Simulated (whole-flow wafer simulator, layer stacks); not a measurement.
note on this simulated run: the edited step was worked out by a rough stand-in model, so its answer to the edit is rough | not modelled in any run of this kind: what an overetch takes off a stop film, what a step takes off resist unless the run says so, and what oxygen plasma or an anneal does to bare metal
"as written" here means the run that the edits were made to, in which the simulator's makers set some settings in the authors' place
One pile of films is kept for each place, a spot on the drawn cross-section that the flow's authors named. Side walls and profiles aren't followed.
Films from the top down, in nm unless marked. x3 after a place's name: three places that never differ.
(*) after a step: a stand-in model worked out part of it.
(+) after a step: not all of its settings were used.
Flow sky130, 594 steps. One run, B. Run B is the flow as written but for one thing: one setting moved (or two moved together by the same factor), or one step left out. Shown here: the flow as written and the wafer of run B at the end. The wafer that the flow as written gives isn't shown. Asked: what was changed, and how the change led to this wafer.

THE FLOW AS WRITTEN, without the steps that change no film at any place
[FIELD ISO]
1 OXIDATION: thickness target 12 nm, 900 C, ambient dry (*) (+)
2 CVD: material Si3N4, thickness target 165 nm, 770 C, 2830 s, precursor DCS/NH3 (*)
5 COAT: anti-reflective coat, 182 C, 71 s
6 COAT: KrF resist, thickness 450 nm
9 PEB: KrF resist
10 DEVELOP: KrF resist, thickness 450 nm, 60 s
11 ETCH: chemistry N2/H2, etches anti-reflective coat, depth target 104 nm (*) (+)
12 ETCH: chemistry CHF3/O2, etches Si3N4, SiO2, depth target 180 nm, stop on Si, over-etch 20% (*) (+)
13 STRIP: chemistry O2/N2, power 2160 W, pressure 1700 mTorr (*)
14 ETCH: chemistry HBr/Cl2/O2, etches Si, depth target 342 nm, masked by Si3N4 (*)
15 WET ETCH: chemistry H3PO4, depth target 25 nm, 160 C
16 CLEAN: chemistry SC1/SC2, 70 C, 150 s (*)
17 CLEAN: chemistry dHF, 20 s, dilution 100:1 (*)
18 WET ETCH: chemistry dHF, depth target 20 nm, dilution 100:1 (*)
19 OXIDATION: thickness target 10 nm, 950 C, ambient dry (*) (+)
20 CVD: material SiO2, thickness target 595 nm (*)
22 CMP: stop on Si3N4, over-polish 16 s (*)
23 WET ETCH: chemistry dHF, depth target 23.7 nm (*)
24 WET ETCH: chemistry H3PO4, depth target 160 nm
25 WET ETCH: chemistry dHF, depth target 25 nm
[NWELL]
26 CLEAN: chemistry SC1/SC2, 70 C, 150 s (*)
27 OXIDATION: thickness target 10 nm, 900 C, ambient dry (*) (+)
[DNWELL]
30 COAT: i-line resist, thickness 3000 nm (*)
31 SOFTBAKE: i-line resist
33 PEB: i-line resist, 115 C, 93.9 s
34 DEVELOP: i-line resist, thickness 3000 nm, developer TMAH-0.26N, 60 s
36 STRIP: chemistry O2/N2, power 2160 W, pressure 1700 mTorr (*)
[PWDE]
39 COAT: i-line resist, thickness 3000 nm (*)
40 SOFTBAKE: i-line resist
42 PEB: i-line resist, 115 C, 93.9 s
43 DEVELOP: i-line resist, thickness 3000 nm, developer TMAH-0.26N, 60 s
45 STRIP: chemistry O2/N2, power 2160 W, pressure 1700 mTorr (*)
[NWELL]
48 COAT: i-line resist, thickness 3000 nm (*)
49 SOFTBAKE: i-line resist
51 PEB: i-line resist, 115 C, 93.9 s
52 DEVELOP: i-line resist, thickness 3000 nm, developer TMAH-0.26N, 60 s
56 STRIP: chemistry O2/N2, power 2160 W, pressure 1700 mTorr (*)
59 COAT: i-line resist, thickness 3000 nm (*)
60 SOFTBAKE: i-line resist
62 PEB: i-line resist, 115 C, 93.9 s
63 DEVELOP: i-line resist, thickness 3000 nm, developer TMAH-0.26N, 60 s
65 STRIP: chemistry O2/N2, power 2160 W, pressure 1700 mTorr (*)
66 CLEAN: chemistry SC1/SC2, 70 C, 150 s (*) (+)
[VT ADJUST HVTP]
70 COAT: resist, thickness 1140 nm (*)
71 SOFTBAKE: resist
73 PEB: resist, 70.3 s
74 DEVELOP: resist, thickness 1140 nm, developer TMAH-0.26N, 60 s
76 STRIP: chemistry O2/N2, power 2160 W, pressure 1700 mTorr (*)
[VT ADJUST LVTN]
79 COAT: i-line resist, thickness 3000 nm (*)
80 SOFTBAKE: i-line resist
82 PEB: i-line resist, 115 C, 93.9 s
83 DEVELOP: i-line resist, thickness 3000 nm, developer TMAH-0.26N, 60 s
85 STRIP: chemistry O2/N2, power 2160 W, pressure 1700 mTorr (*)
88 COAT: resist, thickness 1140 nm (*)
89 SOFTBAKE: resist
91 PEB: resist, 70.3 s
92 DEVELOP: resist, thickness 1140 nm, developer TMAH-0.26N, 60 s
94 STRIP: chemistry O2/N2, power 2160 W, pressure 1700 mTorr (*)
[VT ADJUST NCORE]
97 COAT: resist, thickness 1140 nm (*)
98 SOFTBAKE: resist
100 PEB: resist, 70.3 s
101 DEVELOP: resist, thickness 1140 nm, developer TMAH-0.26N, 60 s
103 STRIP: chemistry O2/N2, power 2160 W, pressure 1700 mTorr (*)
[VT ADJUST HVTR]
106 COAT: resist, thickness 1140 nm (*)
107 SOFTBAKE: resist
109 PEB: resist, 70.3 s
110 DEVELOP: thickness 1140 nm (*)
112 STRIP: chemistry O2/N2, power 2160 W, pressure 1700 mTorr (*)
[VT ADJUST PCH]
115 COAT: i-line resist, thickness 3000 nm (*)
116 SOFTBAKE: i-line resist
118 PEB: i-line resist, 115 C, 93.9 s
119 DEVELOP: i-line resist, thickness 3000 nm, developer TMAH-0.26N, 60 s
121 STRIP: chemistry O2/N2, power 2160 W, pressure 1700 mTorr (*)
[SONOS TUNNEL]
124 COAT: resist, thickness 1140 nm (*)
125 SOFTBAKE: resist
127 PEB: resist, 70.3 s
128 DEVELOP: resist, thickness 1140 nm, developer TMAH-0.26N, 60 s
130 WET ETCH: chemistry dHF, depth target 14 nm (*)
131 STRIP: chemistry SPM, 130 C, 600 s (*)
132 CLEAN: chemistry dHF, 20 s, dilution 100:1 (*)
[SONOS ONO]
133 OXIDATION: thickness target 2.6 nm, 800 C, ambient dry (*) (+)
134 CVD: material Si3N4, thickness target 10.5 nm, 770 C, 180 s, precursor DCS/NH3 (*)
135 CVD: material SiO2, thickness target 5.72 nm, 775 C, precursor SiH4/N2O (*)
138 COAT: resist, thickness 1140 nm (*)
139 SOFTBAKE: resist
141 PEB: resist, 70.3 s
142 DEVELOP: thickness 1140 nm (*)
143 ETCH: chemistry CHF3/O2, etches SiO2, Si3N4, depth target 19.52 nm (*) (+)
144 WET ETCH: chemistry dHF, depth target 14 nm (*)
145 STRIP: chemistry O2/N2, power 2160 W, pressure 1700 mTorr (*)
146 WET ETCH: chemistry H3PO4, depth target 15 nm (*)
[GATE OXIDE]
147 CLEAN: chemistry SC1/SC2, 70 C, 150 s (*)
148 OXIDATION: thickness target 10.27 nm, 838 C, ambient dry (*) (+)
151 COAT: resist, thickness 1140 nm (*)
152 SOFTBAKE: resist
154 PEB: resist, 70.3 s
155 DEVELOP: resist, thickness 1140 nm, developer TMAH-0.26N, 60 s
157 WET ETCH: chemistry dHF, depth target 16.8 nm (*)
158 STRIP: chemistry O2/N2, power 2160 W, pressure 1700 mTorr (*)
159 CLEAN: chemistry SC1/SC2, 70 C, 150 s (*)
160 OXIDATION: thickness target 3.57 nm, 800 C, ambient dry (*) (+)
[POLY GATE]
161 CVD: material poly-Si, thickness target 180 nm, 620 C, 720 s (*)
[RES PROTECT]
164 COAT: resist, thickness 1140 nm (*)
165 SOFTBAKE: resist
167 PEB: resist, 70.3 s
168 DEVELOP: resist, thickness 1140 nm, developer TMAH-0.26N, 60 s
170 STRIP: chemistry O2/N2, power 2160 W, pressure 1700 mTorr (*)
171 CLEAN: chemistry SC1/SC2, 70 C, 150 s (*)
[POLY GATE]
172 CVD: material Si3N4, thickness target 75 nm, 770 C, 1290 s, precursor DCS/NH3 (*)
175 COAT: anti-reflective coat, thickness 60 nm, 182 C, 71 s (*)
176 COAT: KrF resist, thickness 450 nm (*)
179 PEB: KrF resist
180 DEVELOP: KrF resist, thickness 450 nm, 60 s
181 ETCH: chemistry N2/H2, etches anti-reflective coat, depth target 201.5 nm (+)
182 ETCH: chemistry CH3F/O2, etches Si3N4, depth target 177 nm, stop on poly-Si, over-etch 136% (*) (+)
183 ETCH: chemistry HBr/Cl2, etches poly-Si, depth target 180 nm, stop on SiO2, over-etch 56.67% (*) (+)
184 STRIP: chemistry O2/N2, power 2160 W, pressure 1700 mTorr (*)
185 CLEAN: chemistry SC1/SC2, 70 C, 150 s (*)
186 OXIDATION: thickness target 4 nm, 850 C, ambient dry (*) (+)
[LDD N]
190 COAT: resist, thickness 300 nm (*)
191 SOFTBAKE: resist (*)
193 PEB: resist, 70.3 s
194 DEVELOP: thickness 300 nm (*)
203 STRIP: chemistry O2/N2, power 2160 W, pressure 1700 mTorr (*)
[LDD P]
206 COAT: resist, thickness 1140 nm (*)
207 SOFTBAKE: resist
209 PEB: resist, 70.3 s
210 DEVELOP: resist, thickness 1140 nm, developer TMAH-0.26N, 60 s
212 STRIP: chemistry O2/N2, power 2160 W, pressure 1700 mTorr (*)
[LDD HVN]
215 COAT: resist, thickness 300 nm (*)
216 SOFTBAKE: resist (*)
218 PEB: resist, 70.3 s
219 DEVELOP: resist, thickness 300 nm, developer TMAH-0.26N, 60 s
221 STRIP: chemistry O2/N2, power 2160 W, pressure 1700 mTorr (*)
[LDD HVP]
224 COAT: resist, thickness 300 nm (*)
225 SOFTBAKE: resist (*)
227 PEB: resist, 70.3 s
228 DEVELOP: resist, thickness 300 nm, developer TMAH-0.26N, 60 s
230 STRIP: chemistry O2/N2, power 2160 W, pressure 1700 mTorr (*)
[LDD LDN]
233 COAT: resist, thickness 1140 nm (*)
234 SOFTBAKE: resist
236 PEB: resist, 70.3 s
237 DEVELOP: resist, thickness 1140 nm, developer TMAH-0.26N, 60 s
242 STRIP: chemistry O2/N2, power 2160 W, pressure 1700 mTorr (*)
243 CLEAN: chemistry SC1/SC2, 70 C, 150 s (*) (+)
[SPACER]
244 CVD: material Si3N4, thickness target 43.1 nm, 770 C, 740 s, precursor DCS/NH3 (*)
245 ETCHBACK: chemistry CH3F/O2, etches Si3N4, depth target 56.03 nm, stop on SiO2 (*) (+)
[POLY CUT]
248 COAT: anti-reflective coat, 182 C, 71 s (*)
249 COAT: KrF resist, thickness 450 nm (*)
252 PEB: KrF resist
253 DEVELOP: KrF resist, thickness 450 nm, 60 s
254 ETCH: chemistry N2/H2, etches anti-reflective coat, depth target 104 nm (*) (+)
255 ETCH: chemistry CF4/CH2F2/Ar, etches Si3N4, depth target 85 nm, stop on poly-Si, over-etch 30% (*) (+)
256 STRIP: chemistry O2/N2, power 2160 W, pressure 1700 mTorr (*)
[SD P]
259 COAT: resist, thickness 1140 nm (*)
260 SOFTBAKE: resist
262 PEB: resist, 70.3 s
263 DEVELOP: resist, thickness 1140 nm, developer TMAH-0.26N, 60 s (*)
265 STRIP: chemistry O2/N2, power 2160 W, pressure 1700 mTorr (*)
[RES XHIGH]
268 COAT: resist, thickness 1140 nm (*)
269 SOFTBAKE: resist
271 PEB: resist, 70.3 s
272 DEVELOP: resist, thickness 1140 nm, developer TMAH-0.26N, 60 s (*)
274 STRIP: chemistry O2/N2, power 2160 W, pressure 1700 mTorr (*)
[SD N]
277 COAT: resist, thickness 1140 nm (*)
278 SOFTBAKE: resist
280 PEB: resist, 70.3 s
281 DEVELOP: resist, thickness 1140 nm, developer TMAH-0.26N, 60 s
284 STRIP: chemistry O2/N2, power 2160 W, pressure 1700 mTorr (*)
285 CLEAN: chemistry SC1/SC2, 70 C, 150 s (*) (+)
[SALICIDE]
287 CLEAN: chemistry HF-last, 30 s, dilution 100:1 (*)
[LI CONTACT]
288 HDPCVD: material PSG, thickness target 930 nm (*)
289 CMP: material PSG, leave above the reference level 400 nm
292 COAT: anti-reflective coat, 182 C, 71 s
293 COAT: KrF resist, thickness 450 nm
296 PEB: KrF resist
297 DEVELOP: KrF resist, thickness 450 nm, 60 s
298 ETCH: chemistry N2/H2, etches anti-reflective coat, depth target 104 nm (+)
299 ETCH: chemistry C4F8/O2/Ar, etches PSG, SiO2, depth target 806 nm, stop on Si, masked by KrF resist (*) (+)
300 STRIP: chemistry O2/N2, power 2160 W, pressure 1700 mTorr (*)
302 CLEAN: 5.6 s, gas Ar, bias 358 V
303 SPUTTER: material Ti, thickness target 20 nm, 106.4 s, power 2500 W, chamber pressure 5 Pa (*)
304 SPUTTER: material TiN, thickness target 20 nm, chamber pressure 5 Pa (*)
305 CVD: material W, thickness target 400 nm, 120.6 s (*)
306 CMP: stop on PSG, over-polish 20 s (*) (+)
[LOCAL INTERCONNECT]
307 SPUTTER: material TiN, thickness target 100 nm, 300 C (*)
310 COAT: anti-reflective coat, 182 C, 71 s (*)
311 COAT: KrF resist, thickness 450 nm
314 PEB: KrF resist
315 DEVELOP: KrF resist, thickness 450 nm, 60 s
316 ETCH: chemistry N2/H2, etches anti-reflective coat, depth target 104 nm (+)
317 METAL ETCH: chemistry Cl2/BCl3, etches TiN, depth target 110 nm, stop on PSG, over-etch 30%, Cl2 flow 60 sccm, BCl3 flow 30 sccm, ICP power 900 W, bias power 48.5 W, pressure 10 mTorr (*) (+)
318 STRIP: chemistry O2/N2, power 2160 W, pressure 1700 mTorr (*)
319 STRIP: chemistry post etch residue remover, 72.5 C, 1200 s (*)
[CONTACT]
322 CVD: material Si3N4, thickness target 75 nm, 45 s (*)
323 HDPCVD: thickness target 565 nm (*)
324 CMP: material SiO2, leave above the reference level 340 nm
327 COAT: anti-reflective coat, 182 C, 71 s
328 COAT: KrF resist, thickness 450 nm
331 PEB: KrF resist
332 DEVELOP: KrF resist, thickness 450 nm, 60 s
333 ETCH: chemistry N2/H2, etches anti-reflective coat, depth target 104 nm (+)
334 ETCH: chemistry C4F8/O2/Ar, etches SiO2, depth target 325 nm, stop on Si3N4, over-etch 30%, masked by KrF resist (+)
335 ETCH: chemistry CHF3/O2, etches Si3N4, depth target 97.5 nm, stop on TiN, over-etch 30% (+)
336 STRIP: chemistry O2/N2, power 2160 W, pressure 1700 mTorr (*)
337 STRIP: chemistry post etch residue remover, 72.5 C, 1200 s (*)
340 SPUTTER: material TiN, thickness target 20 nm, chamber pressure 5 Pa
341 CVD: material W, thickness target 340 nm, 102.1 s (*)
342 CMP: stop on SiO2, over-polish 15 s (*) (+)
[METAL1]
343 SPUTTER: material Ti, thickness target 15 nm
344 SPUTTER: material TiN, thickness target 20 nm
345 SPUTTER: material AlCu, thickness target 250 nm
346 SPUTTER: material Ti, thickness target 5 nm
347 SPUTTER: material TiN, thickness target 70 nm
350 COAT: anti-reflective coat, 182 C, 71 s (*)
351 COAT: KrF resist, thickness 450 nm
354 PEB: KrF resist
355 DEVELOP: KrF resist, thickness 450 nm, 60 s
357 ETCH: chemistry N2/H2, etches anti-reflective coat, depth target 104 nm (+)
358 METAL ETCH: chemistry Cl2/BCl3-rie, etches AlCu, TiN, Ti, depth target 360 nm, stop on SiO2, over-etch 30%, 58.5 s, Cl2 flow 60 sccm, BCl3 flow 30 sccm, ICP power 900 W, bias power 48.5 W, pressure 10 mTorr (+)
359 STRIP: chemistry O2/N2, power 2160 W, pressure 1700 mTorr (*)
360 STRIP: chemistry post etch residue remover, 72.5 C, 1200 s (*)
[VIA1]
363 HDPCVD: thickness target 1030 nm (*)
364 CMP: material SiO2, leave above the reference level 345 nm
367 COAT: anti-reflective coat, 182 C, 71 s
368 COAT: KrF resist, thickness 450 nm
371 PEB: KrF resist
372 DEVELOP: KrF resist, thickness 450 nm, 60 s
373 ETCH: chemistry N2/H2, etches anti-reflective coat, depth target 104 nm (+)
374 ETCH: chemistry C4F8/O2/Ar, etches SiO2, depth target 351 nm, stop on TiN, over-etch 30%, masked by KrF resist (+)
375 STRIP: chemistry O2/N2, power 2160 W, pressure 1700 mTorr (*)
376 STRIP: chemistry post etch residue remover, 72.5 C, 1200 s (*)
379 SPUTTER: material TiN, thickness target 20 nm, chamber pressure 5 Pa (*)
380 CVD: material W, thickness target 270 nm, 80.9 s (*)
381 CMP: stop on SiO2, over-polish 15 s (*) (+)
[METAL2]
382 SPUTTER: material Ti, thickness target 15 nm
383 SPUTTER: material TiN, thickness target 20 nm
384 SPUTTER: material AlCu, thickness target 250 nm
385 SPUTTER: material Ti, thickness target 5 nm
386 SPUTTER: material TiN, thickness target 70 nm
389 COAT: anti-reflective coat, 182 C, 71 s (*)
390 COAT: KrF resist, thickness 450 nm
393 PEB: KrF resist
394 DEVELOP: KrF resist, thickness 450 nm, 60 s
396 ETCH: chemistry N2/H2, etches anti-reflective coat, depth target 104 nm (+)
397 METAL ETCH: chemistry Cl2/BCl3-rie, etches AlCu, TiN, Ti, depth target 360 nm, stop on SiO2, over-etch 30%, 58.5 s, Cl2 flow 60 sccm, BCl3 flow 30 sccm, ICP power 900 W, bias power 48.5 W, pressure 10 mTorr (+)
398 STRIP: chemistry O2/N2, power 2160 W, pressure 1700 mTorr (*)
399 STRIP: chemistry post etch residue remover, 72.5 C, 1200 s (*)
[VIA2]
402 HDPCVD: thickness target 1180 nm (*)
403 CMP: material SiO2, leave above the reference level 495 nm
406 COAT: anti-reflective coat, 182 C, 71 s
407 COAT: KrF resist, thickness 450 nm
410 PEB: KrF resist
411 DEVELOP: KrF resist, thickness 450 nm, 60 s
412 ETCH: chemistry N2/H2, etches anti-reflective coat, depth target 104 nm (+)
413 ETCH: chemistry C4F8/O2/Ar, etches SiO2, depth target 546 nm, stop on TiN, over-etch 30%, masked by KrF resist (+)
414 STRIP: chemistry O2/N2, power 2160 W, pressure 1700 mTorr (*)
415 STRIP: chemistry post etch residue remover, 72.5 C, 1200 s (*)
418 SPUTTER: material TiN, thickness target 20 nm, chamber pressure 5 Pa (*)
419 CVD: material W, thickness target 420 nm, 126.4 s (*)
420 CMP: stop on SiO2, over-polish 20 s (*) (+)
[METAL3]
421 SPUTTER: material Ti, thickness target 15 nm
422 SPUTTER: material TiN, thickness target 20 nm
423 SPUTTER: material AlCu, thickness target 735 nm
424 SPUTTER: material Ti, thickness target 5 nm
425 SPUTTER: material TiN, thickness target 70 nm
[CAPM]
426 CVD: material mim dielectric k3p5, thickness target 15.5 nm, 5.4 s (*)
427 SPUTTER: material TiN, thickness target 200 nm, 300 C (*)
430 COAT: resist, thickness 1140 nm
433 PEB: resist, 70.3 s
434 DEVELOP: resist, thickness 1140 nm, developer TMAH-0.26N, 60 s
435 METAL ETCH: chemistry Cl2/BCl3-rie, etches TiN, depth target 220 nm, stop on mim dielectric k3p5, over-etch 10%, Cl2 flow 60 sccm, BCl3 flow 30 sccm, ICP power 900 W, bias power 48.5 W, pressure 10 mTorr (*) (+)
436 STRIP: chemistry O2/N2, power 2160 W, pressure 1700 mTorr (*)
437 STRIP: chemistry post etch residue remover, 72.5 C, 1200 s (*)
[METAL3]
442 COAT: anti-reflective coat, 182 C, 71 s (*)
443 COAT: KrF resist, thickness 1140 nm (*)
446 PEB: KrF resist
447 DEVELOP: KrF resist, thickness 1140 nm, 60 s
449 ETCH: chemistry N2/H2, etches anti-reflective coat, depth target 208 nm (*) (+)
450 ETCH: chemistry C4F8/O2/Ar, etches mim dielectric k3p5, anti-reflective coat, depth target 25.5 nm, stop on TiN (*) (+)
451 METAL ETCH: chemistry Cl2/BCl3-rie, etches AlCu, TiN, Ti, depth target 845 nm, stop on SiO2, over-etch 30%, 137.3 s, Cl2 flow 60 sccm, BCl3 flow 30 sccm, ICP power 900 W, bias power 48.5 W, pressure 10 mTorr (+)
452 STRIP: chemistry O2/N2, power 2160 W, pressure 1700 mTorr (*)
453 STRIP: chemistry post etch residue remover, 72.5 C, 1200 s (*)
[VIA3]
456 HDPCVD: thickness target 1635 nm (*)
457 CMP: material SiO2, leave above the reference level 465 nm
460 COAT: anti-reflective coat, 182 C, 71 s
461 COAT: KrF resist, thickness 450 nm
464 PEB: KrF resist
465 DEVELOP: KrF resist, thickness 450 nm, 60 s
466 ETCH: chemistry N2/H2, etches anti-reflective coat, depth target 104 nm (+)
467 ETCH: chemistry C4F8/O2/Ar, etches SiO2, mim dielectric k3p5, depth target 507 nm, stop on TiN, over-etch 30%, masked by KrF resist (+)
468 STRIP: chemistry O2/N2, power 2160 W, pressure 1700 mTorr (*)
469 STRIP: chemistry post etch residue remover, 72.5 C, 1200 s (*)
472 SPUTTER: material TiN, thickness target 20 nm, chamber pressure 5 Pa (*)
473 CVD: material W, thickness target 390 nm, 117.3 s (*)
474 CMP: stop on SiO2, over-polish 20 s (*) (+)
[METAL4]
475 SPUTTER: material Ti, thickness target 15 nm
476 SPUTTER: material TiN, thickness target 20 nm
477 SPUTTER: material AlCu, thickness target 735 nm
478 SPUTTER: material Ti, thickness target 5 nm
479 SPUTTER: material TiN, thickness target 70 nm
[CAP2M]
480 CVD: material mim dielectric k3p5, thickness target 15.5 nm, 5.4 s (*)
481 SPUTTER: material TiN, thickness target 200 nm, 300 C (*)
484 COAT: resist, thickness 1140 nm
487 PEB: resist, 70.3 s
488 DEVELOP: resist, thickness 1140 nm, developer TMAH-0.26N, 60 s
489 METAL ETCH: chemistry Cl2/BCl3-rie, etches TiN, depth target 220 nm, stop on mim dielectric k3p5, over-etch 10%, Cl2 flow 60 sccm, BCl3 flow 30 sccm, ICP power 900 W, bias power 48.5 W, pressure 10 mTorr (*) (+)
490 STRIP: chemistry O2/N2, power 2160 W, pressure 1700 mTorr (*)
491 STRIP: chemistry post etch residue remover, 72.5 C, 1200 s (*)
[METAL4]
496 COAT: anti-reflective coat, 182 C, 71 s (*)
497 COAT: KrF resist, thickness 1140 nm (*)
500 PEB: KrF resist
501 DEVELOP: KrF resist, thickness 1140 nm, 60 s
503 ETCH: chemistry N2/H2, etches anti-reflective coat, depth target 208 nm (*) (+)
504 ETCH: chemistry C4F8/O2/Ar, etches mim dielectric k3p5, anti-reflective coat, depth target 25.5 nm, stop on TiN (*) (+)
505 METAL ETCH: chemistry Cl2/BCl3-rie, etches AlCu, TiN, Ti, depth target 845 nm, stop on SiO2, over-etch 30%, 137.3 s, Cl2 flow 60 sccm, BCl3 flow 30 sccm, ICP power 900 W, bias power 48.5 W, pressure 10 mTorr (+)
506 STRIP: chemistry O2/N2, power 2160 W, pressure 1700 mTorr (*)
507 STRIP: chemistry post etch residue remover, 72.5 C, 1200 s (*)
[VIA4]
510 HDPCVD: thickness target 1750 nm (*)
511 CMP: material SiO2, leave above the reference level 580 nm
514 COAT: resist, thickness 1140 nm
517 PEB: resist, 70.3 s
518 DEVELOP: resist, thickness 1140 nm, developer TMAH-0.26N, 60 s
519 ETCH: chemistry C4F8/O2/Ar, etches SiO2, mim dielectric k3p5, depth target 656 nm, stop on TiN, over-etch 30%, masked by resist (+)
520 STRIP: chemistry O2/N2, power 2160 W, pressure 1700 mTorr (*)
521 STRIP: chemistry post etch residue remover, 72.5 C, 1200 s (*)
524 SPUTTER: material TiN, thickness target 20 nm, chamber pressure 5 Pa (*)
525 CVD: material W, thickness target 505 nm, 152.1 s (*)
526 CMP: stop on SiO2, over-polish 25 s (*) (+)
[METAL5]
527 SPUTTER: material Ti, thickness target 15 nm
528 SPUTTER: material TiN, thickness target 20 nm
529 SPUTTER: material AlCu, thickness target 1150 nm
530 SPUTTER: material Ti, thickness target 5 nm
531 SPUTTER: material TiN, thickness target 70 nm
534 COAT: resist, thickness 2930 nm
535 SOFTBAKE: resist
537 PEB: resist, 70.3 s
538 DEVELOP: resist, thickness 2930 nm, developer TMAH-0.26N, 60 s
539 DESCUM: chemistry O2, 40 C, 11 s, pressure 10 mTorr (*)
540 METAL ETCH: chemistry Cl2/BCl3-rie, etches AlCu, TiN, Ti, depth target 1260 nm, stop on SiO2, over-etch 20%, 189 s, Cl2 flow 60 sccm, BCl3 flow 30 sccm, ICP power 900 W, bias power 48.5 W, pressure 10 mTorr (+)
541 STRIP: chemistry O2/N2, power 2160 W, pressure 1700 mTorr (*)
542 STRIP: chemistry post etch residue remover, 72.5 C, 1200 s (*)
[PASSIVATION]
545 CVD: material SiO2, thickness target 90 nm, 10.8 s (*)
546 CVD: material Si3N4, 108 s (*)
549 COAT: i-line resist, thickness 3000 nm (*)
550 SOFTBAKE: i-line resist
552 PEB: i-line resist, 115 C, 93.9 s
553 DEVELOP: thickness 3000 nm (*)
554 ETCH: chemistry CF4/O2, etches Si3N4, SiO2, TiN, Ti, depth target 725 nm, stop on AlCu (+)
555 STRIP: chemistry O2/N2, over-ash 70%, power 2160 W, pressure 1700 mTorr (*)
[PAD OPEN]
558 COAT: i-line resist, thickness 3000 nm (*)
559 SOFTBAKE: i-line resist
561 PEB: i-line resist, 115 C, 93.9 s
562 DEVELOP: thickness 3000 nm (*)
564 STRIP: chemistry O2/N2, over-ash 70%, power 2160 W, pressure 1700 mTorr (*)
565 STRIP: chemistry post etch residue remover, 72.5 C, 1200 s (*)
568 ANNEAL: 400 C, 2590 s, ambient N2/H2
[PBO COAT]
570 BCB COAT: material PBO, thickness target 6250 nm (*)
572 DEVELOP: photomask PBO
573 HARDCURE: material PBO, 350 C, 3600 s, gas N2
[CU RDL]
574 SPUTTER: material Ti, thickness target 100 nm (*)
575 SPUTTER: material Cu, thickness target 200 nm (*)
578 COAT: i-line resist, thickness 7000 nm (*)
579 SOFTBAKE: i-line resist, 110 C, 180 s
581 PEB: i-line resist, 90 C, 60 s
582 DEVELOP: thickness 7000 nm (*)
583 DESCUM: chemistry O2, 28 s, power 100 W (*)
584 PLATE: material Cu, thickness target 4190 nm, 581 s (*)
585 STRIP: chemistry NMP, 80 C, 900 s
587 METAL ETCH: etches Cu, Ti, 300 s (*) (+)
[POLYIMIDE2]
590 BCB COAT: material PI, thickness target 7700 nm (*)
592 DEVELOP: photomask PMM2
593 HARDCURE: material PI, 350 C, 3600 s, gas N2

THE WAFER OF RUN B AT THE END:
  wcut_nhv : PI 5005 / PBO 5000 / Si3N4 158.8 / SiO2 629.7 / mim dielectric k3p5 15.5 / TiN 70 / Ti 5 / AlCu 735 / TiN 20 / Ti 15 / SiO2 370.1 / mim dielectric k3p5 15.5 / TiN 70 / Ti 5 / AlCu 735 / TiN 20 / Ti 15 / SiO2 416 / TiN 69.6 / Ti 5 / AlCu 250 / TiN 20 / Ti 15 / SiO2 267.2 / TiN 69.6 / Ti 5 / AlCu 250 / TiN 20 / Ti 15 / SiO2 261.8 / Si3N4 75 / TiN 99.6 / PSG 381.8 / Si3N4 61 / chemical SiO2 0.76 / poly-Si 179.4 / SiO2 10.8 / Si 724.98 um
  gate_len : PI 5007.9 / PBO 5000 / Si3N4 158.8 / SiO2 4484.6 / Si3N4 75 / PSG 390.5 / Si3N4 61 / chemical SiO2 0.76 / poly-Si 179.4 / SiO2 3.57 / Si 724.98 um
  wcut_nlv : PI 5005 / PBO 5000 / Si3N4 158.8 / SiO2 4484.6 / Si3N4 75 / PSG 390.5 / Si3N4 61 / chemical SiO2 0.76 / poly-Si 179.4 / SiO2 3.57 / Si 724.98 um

The cause: step 545, CVD: thickness target 123 nm was run, where the flow has thickness target 90 nm; step 545, CVD: 14.8 s was run, where the flow has 10.8 s.

How the change led to this, step by step:
  545 CVD: material SiO2, thickness target 90 nm, 10.8 s (*)
      field, active, gate and 175 more: SiO2 +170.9 (as written it would be: SiO2 +125.2)
      n_well, p_well, sd_n and 12 more: SiO2 +170.9 (new film) (as written it would be: SiO2 +125.2 (new film))
  550 SOFTBAKE: i-line resist
      gate_p_lvt, iso_guard_hv_nw: i-line resist +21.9 (as written it would be: i-line resist +20.6)
      active: i-line resist +13 (as written it would be: i-line resist +12)
      (and at 56 more places)
  554 ETCH: chemistry CF4/O2, etches Si3N4, SiO2, TiN, Ti, depth target 725 nm, stop on AlCu (+)
      field, active, n_well and 189 more: i-line resist -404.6 (as written it would be: i-line resist -358.9)
      pad: Si3N4 -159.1 (all of it), SiO2 -170.9 (all of it), TiN -69.6 (all of it), Ti -5 (all of it) (as written it would be: Si3N4 -159.1 (all of it), SiO2 -125.2 (all of it), TiN -69.6 (all of it), Ti -5 (all of it))
  555 STRIP: chemistry O2/N2, over-ash 70%, power 2160 W, pressure 1700 mTorr (*)
      n_well, p_well, sd_n, sd_p: i-line resist -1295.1 (all of it) (as written it would be: i-line resist -1340.8 (all of it))
      m1: i-line resist -1320.2 (all of it) (as written it would be: i-line resist -1364.1 (all of it))
      (and at 8 more places)
  558 COAT: i-line resist, thickness 3000 nm (*)
      pad: i-line resist +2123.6 (new film) (as written it would be: i-line resist +2077.7 (new film))
  559 SOFTBAKE: i-line resist
      gate_p_lvt, iso_guard_hv_nw: i-line resist +21.9 (as written it would be: i-line resist +20.6)
      field: i-line resist +13.5 (as written it would be: i-line resist +12.5)
      (and at 63 more places)
  561 PEB: i-line resist, 115 C, 93.9 s
      pad: i-line resist -33 (as written it would be: i-line resist -32.2)
  562 DEVELOP: thickness 3000 nm (*)
      pad: i-line resist -2090.7 (all of it) (as written it would be: i-line resist -2045.5 (all of it))
  578 COAT: i-line resist, thickness 7000 nm (*)
      pad: i-line resist +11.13 um (new film) (as written it would be: i-line resist +11.08 um (new film))
  579 SOFTBAKE: i-line resist, 110 C, 180 s
      mim, vcap_hvt: i-line resist -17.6 (as written it would be: i-line resist -16.8)
      rpo_hd_licon, mim2: i-line resist -15.5 (as written it would be: i-line resist -14.9)
      (and at 21 more places)
  582 DEVELOP: thickness 7000 nm (*)
      pad: i-line resist -11.13 um (all of it) (as written it would be: i-line resist -11.08 um (all of it))
